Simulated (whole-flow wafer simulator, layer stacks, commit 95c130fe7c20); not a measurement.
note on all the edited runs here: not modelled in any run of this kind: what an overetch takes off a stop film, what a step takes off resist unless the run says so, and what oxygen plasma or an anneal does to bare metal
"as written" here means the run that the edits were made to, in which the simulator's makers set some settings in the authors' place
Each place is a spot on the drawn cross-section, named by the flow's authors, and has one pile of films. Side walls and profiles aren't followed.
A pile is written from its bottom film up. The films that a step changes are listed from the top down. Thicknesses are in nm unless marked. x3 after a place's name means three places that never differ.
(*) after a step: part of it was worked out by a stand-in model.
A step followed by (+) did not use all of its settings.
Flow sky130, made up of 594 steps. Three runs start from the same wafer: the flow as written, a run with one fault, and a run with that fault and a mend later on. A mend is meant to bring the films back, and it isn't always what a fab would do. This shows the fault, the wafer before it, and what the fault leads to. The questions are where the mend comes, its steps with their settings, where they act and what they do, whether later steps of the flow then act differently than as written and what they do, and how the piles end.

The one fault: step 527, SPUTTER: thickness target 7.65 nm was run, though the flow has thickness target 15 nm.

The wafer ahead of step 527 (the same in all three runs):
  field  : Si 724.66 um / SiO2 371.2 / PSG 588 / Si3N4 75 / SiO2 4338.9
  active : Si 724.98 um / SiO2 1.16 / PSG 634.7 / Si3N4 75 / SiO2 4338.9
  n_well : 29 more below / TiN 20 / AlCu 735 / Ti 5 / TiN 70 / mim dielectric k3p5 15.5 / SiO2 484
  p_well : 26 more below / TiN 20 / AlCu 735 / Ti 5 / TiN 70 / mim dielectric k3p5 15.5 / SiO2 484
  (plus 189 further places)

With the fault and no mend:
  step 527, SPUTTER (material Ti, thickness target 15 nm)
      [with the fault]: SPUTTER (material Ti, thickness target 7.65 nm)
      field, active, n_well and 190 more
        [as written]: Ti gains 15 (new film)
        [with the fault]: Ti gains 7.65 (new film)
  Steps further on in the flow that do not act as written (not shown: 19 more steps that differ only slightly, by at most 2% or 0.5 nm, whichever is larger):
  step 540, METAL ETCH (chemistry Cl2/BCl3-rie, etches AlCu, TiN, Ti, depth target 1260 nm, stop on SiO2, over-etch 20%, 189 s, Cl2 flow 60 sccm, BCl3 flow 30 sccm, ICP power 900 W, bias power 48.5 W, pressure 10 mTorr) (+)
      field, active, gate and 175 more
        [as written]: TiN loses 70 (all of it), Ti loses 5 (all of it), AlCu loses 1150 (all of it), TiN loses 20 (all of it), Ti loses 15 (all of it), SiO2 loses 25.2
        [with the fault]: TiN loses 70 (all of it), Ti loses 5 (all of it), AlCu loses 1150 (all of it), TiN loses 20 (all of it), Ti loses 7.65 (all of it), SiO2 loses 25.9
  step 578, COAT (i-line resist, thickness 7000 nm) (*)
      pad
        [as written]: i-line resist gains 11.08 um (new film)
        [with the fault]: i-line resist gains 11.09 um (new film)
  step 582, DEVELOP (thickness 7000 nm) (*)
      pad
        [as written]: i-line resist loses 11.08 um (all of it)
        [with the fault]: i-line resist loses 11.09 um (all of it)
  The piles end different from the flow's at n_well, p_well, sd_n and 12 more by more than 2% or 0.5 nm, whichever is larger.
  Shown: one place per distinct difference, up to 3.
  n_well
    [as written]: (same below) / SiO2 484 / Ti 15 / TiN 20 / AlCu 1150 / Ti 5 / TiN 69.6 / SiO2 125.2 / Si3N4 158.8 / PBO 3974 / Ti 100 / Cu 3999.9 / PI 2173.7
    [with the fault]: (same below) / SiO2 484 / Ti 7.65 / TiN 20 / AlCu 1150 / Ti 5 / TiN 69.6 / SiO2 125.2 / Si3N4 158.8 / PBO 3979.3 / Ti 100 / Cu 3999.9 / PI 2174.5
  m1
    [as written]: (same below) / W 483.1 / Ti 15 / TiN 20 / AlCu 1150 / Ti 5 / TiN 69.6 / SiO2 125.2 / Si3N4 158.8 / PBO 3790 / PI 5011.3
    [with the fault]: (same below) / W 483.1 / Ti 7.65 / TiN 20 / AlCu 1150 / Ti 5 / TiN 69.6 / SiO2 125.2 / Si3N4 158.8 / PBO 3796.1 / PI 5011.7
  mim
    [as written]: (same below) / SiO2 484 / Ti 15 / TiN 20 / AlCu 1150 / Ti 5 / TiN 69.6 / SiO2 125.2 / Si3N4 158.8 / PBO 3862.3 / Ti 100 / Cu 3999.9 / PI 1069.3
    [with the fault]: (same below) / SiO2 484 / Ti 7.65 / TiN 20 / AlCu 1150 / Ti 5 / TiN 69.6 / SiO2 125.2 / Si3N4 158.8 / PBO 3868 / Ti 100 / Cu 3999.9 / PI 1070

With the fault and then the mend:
  After step 527 comes the mend.
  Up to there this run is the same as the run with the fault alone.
  step 527a, SPUTTER (material Ti, thickness target 7.35 nm) (the flow's step 527, run once more with other settings)
      field, active, n_well and 190 more
        Ti gains 7.35
  Later steps of the flow that are run all act as written at every place that is followed.
  By the end, the piles equal the flow's at every place that both follow.
